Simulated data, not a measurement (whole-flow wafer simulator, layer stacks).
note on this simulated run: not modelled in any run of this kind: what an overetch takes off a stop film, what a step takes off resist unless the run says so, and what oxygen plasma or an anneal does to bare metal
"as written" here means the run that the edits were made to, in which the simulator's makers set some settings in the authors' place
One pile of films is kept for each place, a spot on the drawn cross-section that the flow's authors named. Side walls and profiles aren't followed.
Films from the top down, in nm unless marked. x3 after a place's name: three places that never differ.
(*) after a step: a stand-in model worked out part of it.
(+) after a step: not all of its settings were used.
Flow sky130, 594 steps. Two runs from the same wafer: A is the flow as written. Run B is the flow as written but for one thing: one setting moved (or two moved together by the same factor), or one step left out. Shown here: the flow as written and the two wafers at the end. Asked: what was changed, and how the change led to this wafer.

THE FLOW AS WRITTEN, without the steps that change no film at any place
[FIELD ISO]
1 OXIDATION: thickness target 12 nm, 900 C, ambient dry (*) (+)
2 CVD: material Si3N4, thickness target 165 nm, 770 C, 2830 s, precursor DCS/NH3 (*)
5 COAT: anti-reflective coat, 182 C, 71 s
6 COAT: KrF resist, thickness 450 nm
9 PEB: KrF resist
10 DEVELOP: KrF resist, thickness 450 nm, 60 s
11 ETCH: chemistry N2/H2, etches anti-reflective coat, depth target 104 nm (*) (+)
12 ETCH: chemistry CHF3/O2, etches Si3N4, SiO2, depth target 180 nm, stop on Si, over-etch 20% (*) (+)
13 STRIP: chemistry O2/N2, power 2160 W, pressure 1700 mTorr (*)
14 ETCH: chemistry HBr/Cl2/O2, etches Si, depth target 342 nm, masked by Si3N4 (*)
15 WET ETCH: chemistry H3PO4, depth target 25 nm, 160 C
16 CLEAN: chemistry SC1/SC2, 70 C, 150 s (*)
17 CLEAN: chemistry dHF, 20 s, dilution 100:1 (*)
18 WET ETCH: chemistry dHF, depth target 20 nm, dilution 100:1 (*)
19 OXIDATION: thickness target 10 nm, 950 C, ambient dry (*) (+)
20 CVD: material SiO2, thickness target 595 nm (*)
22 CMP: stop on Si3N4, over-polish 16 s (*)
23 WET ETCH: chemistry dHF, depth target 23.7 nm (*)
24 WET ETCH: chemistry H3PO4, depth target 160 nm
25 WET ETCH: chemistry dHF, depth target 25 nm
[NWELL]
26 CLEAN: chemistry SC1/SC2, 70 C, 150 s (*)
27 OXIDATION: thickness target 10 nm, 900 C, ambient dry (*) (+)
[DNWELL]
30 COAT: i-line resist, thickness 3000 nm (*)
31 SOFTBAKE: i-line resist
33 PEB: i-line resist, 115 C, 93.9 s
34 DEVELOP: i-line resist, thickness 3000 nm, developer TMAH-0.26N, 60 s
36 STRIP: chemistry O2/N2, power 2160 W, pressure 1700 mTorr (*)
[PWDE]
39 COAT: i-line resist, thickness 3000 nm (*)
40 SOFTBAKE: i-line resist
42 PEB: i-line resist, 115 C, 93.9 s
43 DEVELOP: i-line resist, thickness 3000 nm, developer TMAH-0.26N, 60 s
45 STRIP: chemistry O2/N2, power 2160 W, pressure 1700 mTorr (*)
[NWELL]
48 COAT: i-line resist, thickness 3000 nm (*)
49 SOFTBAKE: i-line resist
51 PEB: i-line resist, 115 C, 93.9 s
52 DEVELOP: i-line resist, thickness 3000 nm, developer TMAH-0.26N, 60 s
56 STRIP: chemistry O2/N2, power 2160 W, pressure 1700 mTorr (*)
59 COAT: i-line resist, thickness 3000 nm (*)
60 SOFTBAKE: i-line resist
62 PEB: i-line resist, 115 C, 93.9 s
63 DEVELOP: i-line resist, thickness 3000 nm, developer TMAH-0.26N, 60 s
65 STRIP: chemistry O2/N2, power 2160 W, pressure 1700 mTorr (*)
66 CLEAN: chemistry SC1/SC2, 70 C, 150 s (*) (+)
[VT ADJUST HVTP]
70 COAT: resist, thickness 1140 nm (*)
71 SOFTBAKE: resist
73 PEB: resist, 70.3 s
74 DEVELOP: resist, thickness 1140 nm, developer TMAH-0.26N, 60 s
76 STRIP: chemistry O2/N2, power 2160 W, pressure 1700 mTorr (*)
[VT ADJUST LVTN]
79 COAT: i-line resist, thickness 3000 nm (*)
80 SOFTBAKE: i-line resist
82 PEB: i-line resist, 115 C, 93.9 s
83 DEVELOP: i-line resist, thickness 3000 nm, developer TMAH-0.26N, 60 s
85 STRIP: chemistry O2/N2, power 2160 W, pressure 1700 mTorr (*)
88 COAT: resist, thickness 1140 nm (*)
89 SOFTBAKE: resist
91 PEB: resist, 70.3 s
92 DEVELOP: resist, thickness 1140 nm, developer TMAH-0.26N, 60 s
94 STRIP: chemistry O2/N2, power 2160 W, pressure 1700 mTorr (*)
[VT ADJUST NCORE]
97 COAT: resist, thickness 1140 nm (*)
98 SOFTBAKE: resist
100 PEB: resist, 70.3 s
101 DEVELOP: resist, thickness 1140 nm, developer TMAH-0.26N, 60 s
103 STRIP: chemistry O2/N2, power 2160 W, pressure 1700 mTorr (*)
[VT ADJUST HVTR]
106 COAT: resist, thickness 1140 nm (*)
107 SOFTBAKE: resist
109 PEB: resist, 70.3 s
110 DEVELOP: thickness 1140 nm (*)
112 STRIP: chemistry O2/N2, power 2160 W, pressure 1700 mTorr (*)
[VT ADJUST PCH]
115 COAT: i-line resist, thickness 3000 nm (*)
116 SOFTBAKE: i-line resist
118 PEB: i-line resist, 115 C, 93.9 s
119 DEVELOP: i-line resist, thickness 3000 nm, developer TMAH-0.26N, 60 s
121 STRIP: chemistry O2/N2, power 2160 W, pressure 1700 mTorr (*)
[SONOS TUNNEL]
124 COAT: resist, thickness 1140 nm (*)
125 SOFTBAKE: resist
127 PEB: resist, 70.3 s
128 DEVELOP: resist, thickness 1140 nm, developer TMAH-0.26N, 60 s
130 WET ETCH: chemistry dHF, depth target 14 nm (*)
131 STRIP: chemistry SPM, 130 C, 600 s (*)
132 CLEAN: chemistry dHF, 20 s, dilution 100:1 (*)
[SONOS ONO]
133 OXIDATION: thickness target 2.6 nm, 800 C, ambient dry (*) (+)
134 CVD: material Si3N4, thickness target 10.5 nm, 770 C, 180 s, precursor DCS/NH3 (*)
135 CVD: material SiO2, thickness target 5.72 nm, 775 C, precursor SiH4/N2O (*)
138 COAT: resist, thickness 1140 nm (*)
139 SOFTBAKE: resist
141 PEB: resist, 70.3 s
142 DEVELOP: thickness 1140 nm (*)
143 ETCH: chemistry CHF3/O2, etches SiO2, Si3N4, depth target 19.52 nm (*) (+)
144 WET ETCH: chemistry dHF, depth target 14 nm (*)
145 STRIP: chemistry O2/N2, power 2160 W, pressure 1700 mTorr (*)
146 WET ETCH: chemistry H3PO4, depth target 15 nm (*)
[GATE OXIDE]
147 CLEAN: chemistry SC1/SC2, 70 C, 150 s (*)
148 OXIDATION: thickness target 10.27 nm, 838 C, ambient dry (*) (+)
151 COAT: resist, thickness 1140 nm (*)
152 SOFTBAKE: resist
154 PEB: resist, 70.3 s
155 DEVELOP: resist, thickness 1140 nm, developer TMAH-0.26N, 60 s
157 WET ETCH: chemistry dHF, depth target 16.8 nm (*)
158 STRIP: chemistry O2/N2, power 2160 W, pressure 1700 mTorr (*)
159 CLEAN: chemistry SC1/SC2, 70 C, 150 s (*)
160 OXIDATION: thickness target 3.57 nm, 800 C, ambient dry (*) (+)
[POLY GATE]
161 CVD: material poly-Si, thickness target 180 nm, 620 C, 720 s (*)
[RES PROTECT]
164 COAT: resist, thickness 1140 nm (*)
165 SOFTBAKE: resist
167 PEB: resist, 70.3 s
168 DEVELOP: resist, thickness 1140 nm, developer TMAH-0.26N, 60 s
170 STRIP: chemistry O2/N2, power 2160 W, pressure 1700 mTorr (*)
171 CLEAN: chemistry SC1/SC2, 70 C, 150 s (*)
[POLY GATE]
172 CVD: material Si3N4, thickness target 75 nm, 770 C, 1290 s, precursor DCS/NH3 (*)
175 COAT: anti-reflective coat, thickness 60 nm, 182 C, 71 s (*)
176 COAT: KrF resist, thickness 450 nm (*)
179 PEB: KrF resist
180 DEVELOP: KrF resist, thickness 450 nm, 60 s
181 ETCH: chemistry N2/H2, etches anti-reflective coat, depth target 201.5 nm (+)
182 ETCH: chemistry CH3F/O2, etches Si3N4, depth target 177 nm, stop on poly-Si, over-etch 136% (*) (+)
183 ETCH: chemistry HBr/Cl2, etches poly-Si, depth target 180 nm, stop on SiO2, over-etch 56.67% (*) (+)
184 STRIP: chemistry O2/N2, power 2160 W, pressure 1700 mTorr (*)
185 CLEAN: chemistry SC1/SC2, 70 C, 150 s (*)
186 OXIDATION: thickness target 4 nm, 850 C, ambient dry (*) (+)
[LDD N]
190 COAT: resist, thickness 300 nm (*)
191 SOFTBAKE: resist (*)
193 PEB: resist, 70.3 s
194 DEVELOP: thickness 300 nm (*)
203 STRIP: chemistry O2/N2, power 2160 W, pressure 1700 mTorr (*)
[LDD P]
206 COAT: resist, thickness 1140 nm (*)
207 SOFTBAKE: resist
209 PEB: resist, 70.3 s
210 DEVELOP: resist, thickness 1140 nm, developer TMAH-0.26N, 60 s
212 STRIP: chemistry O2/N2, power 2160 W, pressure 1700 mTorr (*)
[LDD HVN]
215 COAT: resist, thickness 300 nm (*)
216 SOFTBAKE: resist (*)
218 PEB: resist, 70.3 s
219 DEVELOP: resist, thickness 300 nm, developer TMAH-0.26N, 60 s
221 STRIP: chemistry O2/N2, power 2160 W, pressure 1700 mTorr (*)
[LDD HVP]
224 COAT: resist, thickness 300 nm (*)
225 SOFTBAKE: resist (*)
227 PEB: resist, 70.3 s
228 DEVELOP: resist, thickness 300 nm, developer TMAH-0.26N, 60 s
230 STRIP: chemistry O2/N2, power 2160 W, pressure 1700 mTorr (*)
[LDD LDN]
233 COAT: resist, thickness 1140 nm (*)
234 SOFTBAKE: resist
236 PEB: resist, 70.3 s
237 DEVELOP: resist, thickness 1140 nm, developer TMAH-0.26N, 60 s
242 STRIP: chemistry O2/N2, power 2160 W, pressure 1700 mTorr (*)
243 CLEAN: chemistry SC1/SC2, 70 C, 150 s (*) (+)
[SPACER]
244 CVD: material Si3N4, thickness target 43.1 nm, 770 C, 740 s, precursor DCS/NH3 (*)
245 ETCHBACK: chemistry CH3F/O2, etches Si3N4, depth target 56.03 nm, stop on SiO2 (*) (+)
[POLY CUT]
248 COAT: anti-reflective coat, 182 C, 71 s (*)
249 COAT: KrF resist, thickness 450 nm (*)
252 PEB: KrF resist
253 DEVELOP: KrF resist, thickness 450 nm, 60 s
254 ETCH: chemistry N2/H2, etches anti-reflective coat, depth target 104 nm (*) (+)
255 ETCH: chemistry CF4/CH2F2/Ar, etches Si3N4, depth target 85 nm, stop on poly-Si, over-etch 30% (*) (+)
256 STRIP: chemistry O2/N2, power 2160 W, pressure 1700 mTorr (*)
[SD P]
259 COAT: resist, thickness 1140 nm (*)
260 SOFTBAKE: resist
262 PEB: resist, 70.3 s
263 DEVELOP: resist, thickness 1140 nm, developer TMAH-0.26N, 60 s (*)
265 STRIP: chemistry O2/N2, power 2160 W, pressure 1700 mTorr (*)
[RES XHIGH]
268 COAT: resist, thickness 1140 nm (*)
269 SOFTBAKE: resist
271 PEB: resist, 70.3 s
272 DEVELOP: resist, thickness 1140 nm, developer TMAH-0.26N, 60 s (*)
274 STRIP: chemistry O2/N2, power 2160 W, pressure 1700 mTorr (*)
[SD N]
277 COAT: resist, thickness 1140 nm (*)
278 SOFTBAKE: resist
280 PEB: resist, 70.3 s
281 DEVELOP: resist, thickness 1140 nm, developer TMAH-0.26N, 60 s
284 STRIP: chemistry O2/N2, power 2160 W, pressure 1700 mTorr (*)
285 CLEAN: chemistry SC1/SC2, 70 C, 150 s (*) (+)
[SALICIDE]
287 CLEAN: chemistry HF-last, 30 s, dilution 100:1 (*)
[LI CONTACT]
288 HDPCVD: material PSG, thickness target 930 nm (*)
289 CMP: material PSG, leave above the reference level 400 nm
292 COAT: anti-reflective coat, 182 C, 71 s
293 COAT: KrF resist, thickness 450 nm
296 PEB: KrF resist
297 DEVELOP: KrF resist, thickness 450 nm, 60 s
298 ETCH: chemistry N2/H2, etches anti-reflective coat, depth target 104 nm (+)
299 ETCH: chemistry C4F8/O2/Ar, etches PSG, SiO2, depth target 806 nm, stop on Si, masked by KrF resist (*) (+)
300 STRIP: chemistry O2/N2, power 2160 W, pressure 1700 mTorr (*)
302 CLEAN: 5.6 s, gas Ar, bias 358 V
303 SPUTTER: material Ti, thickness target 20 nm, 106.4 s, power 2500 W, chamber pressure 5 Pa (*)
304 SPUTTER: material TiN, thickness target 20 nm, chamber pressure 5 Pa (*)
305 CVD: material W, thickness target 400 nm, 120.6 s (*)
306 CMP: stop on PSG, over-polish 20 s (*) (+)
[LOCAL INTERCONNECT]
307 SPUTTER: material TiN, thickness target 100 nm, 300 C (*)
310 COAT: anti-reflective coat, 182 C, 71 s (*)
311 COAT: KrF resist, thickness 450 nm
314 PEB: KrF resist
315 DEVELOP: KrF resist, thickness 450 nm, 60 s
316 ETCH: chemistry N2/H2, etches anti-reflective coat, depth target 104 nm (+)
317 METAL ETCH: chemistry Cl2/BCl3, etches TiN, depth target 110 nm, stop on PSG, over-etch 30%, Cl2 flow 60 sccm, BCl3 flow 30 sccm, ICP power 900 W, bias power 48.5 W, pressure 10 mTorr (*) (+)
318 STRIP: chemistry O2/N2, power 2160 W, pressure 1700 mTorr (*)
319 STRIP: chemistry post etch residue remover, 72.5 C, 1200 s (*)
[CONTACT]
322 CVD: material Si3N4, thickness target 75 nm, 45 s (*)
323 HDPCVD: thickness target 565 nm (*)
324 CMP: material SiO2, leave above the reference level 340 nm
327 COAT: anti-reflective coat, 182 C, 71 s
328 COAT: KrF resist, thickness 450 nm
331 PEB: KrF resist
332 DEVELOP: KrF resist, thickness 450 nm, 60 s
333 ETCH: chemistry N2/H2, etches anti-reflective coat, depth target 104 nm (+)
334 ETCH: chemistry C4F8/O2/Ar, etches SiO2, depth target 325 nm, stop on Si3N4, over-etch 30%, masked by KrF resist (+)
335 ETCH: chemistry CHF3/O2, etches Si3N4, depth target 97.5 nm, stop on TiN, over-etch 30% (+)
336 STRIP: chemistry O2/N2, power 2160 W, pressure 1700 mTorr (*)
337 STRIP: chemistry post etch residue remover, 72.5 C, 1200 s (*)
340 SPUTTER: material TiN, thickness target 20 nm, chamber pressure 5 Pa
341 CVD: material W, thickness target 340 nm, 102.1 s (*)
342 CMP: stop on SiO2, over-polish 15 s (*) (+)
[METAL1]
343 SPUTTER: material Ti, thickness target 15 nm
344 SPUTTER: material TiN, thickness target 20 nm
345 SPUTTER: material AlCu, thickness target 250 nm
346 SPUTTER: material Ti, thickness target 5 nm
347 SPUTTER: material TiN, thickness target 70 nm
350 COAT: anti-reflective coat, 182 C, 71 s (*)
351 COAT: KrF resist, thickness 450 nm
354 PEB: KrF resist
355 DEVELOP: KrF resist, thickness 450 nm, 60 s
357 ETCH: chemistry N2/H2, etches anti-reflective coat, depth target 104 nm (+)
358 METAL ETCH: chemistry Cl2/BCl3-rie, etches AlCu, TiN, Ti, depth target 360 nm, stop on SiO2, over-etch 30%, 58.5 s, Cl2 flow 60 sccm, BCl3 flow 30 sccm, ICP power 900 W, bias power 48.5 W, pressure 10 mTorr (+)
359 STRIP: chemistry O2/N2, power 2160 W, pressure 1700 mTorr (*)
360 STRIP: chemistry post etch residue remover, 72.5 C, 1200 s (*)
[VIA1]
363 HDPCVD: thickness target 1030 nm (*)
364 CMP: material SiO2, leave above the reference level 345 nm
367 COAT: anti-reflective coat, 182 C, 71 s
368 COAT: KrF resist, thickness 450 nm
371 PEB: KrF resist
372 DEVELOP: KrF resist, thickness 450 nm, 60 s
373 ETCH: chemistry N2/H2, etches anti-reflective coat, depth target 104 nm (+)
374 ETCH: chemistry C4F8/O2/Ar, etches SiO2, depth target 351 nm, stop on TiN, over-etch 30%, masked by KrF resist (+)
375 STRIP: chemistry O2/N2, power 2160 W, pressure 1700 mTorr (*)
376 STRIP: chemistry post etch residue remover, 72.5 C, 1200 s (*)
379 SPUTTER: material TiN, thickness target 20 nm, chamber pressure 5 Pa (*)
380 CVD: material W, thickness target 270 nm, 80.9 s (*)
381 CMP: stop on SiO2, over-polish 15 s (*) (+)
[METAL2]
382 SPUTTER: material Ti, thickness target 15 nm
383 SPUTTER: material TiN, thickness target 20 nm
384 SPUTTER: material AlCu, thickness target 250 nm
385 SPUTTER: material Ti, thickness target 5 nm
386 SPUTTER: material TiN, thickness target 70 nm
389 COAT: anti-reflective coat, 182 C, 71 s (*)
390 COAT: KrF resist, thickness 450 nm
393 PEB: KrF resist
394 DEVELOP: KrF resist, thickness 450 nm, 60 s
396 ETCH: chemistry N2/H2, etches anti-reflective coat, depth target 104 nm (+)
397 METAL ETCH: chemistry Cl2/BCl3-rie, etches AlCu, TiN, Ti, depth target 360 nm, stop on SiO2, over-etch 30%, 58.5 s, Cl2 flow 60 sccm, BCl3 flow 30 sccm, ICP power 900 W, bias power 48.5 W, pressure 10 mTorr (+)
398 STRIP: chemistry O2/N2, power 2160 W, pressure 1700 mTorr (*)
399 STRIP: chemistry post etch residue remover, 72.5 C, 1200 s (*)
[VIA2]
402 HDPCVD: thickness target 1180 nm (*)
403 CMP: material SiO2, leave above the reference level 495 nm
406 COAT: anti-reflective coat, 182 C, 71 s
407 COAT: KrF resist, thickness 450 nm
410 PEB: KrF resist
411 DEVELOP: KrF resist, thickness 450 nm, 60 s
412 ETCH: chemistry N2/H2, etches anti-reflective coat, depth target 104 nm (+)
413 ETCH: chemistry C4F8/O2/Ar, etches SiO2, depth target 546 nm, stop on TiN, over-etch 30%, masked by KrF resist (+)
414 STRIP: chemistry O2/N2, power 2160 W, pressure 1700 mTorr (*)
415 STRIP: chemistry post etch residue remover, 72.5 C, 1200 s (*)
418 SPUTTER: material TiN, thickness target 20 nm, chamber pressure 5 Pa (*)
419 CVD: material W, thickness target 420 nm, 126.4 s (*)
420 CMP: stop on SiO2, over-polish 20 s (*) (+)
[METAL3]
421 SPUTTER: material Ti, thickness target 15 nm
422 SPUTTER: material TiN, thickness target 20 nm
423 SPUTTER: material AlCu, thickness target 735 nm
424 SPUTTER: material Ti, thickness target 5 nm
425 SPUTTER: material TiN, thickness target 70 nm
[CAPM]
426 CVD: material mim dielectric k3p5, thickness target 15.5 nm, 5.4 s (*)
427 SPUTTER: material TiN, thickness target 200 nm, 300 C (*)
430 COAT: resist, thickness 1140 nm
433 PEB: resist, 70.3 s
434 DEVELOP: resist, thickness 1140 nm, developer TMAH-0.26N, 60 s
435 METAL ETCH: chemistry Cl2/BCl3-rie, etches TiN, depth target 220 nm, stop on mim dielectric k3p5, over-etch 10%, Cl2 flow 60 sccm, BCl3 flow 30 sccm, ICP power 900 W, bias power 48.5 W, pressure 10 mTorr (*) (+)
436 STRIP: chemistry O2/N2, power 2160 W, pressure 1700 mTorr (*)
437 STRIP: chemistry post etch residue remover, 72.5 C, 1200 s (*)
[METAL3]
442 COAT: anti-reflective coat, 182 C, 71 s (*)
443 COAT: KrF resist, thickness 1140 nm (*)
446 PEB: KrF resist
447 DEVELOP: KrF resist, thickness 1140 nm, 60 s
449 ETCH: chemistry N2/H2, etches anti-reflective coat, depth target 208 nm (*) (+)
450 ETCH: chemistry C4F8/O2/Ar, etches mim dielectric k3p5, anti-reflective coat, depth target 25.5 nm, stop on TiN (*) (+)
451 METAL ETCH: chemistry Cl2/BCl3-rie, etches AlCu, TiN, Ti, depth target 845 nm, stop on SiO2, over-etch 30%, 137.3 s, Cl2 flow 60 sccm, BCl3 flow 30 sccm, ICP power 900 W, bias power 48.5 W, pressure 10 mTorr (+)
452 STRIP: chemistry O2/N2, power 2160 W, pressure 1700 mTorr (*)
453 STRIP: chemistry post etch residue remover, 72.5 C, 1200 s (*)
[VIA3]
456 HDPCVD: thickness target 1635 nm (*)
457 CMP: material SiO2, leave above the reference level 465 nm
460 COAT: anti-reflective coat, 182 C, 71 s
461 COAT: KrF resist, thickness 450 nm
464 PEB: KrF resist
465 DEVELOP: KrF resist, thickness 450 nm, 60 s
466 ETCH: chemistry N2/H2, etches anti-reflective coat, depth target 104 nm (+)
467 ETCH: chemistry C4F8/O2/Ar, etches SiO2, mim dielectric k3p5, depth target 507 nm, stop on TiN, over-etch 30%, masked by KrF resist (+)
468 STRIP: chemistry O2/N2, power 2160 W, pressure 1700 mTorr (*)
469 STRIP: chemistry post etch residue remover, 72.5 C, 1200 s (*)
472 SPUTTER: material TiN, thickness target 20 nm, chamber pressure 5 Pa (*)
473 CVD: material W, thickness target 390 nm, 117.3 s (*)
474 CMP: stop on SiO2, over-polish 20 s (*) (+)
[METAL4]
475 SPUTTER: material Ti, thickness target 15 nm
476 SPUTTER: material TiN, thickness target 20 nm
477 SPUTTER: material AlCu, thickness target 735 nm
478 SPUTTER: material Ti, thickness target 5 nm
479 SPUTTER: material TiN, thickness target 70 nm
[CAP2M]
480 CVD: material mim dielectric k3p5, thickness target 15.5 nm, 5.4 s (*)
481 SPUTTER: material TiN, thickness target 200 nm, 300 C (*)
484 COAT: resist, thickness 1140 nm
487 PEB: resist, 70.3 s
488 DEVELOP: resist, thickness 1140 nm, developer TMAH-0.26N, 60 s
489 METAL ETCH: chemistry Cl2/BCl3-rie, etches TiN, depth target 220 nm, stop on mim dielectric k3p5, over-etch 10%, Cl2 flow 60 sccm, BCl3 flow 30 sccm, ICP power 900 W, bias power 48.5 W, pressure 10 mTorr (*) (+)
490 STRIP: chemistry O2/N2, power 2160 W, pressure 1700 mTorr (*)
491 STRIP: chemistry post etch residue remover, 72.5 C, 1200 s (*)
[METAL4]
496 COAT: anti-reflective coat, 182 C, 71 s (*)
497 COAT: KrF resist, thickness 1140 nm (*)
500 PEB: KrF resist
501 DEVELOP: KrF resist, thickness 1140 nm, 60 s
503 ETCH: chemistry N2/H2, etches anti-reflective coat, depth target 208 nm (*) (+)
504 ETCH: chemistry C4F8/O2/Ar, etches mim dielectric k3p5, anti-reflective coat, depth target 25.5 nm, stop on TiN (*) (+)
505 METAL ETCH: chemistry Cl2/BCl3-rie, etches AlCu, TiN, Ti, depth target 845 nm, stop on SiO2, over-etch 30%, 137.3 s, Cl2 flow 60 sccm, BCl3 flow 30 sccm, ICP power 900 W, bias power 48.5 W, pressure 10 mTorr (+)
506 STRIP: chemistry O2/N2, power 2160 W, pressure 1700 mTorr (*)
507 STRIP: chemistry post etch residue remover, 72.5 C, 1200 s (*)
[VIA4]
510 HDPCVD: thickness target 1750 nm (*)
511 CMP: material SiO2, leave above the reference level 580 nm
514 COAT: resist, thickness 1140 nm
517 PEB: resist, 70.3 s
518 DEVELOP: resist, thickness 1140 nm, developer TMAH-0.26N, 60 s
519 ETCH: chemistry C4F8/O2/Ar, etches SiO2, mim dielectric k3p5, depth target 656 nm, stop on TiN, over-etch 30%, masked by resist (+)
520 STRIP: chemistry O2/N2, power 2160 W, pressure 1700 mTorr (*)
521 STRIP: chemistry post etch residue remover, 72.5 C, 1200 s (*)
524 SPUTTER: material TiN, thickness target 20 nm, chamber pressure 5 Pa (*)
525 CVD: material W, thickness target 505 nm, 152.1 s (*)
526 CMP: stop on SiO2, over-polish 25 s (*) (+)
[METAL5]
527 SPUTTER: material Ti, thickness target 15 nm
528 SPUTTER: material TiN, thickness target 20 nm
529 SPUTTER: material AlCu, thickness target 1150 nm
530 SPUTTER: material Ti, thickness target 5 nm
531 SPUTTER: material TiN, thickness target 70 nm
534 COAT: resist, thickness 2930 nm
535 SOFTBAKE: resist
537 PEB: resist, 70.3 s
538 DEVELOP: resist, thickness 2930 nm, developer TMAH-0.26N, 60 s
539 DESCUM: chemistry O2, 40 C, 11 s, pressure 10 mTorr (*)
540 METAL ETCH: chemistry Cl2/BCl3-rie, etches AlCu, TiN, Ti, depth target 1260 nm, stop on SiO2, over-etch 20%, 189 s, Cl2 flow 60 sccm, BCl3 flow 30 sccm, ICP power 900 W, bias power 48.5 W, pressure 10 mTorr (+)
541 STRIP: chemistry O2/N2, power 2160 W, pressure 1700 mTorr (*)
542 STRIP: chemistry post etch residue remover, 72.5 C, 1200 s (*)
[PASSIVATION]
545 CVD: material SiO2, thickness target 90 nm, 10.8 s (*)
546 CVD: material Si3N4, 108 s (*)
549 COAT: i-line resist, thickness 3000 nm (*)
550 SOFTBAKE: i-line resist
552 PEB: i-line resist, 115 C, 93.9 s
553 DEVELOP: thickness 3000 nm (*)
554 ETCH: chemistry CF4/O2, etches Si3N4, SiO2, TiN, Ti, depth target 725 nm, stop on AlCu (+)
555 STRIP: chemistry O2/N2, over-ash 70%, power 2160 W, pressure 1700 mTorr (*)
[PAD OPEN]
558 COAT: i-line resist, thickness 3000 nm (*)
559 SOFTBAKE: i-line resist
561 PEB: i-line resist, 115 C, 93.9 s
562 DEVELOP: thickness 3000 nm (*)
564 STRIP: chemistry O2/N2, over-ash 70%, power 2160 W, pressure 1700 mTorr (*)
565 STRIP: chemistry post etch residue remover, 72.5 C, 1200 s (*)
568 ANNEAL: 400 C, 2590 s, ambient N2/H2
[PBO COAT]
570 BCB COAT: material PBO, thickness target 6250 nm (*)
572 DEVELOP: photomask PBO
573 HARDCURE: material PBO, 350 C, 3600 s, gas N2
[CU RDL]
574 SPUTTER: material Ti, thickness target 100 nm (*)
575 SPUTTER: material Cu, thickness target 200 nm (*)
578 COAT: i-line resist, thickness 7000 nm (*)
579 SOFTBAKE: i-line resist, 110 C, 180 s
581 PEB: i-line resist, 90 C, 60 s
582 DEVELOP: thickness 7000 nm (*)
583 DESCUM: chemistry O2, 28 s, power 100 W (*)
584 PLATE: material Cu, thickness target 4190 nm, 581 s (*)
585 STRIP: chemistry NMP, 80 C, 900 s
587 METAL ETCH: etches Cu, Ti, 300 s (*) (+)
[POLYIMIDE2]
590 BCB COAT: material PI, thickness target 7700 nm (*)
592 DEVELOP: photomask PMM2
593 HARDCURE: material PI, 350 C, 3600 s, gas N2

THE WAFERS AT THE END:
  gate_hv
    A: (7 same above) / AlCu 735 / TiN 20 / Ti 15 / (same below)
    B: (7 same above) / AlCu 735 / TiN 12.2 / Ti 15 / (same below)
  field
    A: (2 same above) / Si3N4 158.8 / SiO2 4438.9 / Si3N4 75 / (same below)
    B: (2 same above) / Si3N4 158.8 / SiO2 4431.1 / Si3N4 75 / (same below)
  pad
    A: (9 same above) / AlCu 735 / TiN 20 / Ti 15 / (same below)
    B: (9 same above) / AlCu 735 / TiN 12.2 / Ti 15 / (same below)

The cause: step 476, SPUTTER: thickness target 12.2 nm was run, where the flow has thickness target 20 nm.
It can be read off the wafer: gate_hv has TiN 12.2, and step 476 as written asks for 20 nm.

How the change led to this, step by step:
  476 SPUTTER: material TiN, thickness target 20 nm
      field, active, n_well and 189 more: A TiN +20 (new film) | B TiN +12.2 (new film)
  505 METAL ETCH: chemistry Cl2/BCl3-rie, etches AlCu, TiN, Ti, depth target 845 nm, stop on SiO2, over-etch 30%, 137.3 s, Cl2 flow 60 sccm, BCl3 flow 30 sccm, ICP power 900 W, bias power 48.5 W, pressure 10 mTorr (+)
      field, gate, spacer and 68 more: A TiN -70 (all of it), Ti -5 (all of it), AlCu -735 (all of it), TiN -20 (all of it), Ti -15 (all of it), SiO2 -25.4 | B TiN -70 (all of it), Ti -5 (all of it), AlCu -735 (all of it), TiN -12.2 (all of it), Ti -15 (all of it), SiO2 -26.1
      active, vpp_iso1, mim_edge_plate and 14 more: A TiN -70 (all of it), Ti -5 (all of it), AlCu -735 (all of it), TiN -20 (all of it), Ti -15 (all of it), SiO2 -25.3 | B TiN -70 (all of it), Ti -5 (all of it), AlCu -735 (all of it), TiN -12.2 (all of it), Ti -15 (all of it), SiO2 -26.1
